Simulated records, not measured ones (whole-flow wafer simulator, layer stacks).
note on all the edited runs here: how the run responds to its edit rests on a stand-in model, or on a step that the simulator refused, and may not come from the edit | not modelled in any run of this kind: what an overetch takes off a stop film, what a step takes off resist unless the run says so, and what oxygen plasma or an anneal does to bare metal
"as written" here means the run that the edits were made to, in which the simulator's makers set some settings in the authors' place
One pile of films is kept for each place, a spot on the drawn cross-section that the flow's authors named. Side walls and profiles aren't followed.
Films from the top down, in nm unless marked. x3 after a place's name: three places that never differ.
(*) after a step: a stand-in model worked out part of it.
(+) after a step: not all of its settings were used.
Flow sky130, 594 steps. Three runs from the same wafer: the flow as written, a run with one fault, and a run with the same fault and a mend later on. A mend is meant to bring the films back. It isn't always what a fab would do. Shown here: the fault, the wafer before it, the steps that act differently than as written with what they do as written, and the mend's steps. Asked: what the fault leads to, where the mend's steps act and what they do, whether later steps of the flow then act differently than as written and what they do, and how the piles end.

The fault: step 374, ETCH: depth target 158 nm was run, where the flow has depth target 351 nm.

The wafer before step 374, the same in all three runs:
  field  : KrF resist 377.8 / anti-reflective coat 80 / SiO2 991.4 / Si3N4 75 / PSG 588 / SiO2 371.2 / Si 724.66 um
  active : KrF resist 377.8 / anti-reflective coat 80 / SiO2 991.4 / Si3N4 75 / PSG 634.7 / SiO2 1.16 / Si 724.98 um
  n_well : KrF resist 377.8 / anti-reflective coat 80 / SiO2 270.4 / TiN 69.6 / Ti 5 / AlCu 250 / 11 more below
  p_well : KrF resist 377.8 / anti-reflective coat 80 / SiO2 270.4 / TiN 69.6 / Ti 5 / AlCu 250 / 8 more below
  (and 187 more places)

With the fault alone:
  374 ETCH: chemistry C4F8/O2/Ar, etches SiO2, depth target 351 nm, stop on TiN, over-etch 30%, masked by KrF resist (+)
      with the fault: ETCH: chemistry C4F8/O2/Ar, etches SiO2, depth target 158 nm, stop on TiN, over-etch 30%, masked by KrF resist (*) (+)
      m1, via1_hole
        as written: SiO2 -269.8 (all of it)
        with the fault: SiO2 -158
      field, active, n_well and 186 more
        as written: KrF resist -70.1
        with the fault: KrF resist -31.6
  Later steps of the flow that act differently than as written (8 more steps differ only slightly, by at most 2% or 0.5 nm, whichever is larger, and aren't shown):
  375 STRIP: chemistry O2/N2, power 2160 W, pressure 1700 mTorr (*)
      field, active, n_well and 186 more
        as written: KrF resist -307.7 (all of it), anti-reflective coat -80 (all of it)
        with the fault: KrF resist -346.2 (all of it), anti-reflective coat -80 (all of it)
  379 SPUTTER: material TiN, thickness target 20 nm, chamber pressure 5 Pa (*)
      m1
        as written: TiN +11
        with the fault: TiN +13.3 (new film)
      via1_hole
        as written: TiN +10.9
        with the fault: TiN +13.3 (new film)
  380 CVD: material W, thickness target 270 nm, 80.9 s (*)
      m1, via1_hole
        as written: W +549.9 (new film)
        with the fault: W +435.3 (new film)
  At the end the piles differ from the flow's by more than 2% or 0.5 nm, whichever is larger, at m1, via1_hole.
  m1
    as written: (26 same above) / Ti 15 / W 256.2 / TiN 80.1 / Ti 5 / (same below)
    with the fault: (26 same above) / Ti 15 / W 141.7 / TiN 13.3 / SiO2 111.8 / TiN 69.6 / Ti 5 / (same below)
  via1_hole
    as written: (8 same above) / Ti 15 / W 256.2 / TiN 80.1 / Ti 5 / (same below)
    with the fault: (8 same above) / Ti 15 / W 141.7 / TiN 13.3 / SiO2 111.8 / TiN 69.6 / Ti 5 / (same below)

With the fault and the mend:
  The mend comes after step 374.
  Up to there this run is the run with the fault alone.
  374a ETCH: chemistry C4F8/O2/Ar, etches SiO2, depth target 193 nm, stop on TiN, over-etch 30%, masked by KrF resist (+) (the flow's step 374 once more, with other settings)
      field, active, n_well and 186 more
        KrF resist -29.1
      m1, via1_hole
        SiO2 -111.8 (all of it)
  Later steps of the flow that act differently than as written:
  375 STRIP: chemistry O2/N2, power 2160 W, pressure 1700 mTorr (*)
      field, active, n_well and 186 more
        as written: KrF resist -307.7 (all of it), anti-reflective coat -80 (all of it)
        with the mend: KrF resist -317.2 (all of it), anti-reflective coat -80 (all of it)
  At the end the piles are the same as the flow's at every place that both follow.
